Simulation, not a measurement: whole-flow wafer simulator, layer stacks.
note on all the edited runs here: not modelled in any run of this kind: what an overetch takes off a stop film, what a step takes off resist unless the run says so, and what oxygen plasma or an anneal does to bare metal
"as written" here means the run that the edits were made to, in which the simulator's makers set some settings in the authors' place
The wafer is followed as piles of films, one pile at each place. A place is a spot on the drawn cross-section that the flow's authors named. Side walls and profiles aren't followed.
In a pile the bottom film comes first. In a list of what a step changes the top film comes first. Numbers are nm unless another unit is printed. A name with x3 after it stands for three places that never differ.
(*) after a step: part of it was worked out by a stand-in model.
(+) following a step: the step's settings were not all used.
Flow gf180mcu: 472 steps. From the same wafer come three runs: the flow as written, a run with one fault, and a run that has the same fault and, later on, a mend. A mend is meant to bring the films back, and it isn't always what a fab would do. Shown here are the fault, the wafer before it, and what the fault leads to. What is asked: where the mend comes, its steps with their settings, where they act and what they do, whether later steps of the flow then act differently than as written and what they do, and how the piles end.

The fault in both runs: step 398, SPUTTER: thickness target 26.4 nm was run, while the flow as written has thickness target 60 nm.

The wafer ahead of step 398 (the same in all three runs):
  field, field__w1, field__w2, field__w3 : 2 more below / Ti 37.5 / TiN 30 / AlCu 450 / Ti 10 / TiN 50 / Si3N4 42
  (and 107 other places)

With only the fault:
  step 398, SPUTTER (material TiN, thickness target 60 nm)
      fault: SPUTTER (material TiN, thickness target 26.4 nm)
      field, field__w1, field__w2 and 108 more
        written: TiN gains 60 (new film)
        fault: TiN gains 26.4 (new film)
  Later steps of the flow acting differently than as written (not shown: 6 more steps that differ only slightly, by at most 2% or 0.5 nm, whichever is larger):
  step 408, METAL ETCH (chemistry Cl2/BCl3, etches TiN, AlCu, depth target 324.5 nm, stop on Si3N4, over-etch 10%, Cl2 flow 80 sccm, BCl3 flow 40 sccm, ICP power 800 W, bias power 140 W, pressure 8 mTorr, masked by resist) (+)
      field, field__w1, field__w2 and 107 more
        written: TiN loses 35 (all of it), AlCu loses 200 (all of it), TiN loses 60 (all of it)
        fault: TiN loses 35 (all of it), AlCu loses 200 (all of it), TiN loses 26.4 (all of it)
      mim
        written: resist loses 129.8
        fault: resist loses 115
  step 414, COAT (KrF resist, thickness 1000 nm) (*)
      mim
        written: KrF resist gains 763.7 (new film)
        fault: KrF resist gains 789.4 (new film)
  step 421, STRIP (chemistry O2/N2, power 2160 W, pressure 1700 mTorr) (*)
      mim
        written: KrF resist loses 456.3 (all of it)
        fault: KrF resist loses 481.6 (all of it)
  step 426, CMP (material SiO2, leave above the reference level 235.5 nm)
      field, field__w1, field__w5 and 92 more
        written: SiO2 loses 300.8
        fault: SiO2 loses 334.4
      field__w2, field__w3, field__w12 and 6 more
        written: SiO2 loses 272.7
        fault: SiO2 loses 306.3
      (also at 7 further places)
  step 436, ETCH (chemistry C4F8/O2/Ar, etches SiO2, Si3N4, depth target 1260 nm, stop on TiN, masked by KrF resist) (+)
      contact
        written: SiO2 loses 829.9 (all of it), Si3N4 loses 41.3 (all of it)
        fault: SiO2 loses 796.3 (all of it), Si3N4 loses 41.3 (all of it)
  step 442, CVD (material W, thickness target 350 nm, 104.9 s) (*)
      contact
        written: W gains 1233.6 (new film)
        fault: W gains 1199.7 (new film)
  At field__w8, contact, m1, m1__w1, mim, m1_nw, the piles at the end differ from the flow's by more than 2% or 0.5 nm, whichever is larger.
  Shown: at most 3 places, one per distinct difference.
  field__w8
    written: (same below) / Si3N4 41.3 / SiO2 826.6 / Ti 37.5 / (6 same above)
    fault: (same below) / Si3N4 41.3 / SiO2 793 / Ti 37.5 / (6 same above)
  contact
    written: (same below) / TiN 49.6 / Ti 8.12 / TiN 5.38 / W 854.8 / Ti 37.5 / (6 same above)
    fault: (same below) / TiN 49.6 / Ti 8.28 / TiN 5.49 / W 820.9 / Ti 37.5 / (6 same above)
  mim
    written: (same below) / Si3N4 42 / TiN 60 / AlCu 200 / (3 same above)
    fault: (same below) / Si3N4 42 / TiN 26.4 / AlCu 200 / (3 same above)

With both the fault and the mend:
  The mend stands after step 398.
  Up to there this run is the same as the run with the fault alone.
  step 398a, SPUTTER (material TiN, thickness target 33.6 nm) (a further turn of the flow's step 398, with different settings)
      field, field__w1, field__w2 and 108 more
        TiN gains 33.6
  Later steps of the flow that are run all act as written at every place that is followed.
  At every place that both follow, the piles at the end match the flow's.
